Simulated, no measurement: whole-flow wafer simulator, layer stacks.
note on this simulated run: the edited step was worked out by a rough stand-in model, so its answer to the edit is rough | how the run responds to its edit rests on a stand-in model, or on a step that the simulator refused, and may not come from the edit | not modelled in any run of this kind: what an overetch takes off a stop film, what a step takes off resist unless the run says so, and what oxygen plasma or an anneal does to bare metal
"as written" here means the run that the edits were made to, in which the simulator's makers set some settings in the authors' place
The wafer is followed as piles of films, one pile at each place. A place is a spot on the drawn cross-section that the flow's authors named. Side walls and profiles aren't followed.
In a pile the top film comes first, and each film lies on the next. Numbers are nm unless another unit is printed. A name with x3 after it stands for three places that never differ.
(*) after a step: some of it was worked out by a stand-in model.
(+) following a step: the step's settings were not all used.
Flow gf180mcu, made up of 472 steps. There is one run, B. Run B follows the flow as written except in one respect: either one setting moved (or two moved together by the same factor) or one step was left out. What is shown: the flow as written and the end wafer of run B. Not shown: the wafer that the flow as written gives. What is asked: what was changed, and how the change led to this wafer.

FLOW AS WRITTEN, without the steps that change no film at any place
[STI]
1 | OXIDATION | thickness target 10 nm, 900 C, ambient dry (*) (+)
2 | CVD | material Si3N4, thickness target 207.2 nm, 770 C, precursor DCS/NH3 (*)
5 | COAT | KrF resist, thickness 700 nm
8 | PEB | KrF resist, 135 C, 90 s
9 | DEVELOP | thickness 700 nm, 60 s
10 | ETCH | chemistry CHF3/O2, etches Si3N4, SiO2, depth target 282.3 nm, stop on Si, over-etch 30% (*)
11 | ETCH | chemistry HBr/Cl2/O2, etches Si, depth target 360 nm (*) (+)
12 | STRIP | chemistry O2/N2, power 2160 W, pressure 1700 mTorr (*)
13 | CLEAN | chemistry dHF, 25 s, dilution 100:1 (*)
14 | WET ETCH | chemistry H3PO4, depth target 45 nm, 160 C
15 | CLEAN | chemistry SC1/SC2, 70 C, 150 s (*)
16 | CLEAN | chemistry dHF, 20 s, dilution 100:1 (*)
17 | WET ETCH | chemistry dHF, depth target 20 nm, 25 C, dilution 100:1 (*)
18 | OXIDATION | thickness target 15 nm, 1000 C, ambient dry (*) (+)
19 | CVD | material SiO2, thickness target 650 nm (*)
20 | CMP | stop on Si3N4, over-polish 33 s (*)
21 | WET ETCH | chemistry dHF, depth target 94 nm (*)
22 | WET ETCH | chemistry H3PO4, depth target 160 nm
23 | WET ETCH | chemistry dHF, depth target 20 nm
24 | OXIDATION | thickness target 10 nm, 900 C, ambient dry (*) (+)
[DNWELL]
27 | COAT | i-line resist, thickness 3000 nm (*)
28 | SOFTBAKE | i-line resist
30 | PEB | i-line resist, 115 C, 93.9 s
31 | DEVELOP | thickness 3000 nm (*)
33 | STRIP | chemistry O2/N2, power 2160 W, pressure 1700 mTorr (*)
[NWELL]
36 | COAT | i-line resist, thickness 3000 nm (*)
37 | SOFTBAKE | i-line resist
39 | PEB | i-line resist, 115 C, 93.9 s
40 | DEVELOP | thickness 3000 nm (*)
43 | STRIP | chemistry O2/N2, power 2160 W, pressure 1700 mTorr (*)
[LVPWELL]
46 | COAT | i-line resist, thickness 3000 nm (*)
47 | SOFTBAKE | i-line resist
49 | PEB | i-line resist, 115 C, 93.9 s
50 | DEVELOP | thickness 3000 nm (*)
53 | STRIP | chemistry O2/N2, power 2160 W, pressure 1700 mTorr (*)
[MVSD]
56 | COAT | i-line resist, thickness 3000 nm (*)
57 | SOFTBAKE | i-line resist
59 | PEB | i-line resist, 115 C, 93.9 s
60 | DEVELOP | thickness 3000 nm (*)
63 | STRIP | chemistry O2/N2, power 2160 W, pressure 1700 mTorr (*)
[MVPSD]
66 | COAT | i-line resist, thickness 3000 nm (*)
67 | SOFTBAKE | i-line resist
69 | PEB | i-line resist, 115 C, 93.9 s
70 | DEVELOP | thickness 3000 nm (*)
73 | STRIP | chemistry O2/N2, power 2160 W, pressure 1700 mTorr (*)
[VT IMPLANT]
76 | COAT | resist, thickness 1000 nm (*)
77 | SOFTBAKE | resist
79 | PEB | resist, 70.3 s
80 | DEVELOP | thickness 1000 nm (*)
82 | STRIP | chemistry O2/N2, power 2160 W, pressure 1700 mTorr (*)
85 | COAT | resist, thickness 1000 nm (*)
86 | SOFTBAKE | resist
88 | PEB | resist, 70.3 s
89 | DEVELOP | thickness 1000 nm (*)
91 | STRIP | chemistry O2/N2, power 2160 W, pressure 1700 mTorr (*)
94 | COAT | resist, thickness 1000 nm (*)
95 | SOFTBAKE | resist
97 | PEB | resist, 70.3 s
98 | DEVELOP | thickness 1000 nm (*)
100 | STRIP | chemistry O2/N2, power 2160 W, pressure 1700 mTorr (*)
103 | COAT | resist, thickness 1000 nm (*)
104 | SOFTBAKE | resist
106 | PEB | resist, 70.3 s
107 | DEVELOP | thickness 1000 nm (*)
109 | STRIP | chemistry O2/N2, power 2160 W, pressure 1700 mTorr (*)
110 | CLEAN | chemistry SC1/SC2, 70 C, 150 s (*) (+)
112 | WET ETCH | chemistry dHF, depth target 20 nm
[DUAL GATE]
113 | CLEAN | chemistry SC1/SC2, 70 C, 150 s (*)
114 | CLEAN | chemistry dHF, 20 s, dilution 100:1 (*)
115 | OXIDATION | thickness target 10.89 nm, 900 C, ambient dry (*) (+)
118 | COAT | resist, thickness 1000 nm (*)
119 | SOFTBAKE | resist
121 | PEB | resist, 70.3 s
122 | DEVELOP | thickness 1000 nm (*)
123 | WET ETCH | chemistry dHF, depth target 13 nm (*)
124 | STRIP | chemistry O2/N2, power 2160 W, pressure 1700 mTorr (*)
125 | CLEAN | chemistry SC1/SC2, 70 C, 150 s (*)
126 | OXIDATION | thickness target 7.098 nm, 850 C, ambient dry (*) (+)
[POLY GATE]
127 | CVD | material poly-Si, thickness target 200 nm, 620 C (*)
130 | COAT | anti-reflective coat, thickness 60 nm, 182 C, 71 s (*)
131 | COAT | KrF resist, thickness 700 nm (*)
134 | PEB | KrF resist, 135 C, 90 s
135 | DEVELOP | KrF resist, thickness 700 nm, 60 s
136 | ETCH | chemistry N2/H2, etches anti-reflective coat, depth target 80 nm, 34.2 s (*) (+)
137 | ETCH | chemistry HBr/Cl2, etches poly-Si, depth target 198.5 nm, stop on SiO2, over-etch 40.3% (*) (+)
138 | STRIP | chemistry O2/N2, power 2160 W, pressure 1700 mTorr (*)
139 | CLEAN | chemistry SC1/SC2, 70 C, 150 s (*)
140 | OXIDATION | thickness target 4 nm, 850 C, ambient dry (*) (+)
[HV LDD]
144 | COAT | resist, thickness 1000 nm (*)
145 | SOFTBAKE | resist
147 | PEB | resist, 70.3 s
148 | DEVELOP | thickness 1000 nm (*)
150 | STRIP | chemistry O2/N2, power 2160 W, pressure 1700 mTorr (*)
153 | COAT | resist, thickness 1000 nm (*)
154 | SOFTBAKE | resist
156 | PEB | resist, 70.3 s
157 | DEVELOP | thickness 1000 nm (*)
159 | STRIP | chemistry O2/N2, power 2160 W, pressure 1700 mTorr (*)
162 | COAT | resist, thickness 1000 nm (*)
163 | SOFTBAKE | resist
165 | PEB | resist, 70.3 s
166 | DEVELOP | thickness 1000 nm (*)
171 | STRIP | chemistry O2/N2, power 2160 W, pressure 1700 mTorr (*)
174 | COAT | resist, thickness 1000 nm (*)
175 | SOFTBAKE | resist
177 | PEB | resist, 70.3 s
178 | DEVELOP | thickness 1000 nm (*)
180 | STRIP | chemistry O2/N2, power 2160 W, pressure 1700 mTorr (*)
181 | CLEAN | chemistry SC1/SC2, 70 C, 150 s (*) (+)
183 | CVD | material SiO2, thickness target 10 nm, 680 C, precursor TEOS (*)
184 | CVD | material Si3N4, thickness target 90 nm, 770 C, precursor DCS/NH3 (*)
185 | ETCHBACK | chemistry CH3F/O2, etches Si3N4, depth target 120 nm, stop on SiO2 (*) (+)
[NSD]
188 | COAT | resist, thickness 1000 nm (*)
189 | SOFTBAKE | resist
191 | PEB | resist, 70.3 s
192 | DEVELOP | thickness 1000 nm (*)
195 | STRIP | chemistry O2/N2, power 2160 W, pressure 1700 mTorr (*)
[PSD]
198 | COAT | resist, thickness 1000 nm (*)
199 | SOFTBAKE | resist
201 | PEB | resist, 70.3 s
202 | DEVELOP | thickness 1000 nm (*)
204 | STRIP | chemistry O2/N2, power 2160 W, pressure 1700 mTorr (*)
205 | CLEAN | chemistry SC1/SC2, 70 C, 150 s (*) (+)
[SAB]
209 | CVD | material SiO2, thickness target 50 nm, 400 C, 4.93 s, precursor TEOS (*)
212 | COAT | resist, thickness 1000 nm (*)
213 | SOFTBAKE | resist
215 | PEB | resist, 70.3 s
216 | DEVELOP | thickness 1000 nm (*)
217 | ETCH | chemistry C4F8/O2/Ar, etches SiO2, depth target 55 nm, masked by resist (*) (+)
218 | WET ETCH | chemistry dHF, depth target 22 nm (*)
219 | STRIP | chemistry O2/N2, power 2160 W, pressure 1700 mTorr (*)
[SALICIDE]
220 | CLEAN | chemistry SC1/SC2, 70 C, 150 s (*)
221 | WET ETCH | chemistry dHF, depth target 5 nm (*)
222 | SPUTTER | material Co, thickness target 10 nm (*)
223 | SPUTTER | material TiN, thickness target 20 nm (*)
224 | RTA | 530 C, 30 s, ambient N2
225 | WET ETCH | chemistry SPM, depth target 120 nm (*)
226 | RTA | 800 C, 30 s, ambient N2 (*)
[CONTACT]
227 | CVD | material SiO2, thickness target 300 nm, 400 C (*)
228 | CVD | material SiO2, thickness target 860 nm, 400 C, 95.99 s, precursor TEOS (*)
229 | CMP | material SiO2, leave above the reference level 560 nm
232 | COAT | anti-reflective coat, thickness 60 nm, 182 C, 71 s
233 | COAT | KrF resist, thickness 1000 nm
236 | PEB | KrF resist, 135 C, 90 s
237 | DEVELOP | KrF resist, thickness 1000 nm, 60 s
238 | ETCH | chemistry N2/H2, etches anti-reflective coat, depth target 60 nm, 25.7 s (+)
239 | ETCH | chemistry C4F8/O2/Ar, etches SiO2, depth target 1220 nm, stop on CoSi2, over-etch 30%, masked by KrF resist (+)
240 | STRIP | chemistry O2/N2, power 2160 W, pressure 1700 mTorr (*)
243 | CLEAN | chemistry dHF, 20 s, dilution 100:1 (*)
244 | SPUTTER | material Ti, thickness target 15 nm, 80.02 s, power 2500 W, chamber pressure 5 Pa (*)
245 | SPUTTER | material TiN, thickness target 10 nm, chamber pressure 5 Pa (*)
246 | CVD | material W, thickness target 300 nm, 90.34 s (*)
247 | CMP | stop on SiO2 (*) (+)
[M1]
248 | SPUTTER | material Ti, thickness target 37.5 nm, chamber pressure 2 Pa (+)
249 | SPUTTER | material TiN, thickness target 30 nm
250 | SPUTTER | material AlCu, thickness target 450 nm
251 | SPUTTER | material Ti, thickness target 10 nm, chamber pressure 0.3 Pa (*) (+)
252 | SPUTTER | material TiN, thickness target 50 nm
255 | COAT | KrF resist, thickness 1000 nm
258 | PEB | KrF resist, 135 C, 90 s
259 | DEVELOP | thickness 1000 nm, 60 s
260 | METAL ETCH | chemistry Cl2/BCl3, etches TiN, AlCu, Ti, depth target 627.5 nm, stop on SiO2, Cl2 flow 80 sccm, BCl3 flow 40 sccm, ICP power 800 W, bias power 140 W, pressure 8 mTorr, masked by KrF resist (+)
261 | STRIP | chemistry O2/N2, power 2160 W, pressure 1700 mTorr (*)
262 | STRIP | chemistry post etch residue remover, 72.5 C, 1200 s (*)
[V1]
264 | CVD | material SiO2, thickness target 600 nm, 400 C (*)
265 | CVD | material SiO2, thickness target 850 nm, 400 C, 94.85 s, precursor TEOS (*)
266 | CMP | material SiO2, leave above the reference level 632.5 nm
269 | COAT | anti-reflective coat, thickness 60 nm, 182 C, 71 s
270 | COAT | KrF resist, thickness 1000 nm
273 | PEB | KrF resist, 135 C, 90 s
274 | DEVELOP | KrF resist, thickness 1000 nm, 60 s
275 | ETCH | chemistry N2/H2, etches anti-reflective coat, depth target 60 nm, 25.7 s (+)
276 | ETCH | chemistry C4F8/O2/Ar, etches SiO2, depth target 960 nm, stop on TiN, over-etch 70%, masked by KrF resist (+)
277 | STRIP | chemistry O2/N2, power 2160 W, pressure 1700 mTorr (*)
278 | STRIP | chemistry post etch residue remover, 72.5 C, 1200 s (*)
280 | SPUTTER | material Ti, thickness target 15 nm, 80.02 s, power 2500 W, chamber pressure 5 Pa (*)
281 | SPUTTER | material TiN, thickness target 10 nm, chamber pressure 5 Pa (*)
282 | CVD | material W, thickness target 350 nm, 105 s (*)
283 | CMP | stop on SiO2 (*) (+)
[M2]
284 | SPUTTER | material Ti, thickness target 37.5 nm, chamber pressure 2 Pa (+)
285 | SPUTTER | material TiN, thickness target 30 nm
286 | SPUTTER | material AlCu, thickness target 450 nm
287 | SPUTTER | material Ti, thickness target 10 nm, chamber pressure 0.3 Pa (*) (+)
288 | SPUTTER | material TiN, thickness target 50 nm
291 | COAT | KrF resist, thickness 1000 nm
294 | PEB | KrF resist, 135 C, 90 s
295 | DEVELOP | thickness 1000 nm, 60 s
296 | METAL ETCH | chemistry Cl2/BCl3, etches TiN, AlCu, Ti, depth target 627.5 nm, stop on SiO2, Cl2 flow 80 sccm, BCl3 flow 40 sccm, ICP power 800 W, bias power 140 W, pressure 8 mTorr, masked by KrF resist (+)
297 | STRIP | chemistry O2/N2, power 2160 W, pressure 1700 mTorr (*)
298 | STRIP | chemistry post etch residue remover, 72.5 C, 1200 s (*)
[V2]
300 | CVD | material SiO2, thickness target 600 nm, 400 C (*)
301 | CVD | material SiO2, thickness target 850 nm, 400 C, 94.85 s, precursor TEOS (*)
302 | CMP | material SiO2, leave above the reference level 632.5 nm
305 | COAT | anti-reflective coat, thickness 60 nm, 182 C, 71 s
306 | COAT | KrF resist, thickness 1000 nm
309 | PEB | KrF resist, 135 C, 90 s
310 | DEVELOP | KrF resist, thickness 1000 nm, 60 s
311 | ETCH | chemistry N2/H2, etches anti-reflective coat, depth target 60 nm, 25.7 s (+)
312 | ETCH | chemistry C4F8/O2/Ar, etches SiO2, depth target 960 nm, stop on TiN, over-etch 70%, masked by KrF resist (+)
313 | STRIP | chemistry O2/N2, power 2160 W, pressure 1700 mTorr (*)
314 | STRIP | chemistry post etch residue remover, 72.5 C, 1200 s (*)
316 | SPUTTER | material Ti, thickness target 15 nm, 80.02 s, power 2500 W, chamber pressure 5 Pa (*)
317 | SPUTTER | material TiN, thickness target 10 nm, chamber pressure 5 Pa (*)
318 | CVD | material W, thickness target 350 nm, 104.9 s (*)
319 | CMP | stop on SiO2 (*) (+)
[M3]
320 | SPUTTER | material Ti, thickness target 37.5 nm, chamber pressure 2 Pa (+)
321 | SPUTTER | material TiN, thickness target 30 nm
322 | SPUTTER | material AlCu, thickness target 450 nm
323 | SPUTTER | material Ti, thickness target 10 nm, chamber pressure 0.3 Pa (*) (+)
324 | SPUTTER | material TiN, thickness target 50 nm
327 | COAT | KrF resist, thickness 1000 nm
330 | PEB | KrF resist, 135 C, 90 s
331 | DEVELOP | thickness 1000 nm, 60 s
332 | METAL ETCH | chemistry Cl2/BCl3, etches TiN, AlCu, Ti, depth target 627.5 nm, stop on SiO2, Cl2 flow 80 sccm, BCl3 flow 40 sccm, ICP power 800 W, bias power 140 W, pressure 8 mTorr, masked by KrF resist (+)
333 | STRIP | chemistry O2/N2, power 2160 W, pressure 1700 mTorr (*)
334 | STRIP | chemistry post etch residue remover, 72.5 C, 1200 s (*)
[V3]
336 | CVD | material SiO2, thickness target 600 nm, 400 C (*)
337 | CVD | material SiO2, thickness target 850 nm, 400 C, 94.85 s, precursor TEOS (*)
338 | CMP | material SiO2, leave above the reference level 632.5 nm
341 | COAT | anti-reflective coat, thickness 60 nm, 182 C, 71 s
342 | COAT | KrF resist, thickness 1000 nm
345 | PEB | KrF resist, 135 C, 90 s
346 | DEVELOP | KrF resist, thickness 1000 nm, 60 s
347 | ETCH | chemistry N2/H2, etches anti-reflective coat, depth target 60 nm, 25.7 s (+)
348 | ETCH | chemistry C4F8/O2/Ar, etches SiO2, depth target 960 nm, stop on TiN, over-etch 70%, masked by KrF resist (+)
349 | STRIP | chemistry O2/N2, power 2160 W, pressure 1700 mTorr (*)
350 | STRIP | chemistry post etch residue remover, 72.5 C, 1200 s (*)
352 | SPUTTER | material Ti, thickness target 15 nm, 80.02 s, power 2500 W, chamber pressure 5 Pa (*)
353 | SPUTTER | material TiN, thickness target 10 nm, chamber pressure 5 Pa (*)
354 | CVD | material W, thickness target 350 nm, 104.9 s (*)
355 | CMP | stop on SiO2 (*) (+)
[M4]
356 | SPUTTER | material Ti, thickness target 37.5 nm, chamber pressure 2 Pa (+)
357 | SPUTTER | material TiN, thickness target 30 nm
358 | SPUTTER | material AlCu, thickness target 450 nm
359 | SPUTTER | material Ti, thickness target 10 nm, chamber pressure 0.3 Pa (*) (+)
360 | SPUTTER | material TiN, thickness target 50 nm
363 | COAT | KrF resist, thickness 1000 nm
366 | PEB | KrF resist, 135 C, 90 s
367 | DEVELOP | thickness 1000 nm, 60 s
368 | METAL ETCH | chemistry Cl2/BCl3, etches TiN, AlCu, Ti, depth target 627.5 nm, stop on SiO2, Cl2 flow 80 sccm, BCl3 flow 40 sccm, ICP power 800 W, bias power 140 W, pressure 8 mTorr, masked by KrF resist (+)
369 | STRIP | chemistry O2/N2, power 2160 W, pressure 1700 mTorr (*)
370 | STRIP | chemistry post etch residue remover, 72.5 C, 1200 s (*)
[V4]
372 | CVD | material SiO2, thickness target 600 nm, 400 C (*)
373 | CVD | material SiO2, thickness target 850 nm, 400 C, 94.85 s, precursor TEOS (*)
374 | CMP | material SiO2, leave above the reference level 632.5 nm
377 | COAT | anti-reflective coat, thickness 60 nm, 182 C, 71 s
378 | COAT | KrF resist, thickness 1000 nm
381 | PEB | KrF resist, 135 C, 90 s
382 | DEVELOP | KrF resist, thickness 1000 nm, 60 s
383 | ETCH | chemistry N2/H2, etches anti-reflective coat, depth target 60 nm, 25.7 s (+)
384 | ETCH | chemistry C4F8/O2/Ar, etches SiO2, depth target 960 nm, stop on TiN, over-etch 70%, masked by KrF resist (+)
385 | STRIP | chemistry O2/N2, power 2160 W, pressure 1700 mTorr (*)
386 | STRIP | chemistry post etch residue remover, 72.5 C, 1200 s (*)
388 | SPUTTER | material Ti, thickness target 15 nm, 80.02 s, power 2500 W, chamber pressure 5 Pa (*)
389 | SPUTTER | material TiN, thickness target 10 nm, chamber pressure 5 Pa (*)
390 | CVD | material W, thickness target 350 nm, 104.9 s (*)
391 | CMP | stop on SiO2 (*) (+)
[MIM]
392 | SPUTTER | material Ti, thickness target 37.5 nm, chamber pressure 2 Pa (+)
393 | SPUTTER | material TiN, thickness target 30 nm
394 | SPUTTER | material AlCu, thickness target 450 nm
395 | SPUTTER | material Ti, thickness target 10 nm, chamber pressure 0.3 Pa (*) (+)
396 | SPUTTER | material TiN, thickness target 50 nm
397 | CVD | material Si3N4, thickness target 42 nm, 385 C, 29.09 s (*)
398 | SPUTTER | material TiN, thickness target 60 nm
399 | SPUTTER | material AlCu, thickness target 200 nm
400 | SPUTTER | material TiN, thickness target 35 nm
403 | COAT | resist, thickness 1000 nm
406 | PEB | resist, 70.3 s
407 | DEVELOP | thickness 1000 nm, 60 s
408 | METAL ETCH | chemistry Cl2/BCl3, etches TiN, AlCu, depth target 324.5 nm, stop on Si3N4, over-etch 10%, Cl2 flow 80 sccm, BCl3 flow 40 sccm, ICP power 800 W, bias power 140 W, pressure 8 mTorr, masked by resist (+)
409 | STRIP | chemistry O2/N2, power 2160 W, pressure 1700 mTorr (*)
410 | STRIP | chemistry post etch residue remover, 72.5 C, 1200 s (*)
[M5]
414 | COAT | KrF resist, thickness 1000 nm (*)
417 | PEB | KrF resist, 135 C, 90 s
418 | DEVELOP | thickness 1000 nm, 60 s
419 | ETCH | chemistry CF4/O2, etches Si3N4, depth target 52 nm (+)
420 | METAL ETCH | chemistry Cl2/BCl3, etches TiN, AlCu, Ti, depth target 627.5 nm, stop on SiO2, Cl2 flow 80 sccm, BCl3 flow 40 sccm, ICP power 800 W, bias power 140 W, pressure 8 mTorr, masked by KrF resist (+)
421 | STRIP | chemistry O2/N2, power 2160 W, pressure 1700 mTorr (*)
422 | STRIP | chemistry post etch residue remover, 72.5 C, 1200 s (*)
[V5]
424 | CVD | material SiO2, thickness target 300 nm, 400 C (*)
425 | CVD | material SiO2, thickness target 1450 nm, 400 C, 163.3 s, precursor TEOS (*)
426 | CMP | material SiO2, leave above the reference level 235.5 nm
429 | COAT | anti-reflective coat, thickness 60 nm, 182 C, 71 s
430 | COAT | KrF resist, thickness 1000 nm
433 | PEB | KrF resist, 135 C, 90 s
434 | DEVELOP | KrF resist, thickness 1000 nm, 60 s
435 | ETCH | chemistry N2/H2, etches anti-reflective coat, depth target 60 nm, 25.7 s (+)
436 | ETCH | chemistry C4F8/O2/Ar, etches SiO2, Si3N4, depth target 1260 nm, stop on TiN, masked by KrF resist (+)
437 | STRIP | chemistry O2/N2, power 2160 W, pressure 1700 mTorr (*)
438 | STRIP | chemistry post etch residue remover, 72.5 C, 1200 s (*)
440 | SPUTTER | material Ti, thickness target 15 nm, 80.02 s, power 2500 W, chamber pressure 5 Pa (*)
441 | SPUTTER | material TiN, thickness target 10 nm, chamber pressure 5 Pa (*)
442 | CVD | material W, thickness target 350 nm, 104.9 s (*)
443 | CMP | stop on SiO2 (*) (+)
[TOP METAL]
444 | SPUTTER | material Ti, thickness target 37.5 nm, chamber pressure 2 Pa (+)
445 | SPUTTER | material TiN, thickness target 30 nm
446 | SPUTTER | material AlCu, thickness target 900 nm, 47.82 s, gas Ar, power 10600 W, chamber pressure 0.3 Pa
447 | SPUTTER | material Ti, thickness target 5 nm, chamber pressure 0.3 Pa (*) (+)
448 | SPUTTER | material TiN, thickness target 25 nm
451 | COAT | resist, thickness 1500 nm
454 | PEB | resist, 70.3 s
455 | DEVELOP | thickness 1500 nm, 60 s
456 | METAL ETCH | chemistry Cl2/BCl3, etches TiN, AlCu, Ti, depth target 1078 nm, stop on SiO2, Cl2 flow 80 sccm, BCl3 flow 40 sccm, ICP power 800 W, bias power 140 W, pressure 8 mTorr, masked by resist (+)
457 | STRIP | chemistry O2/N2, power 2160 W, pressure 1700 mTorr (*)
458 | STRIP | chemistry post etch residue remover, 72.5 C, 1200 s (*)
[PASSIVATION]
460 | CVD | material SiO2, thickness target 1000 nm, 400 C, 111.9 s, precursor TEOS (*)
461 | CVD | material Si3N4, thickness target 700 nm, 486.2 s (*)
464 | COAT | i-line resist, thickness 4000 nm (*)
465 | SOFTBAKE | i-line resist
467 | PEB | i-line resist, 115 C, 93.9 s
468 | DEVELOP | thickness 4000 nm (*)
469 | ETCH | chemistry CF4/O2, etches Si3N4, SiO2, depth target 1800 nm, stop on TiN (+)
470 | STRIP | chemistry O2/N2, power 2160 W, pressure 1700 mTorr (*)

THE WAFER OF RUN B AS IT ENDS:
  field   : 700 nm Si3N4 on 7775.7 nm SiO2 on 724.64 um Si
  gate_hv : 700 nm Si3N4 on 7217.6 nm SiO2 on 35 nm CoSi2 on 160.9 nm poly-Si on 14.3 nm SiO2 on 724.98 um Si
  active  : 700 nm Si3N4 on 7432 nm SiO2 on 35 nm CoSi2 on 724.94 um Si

Cause: step 460, CVD: thickness target 540 nm was run, whereas the flow has thickness target 1000 nm; step 460, CVD: 60.45 s was run, where the flow has 111.9 s.

Step by step, how the change led to this:
  460 | CVD | material SiO2, thickness target 1000 nm, 400 C, 111.9 s, precursor TEOS (*)
      field, field__w1, field__w2 and 103 more: +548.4 SiO2 (as written it would have been: +1000 SiO2)
      field__w8, contact, m1, m1__w1, pad, m1_nw: +548.4 SiO2 (new film) (as written it would have been: +1000 SiO2 (new film))
  465 | SOFTBAKE | i-line resist
      gate: -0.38 i-line resist (as written it would have been: +1.79 i-line resist)
      ld_acc_p, ld_fp_p, ld_drift_p: +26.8 i-line resist (as written it would have been: +33.8 i-line resist)
      (also at 57 further places)
  469 | ETCH | chemistry CF4/O2, etches Si3N4, SiO2, depth target 1800 nm, stop on TiN (+)
      pad: -700 Si3N4 (all of it), -548.4 SiO2 (all of it) (as written it would have been: -700 Si3N4 (all of it), -1000 SiO2 (all of it))
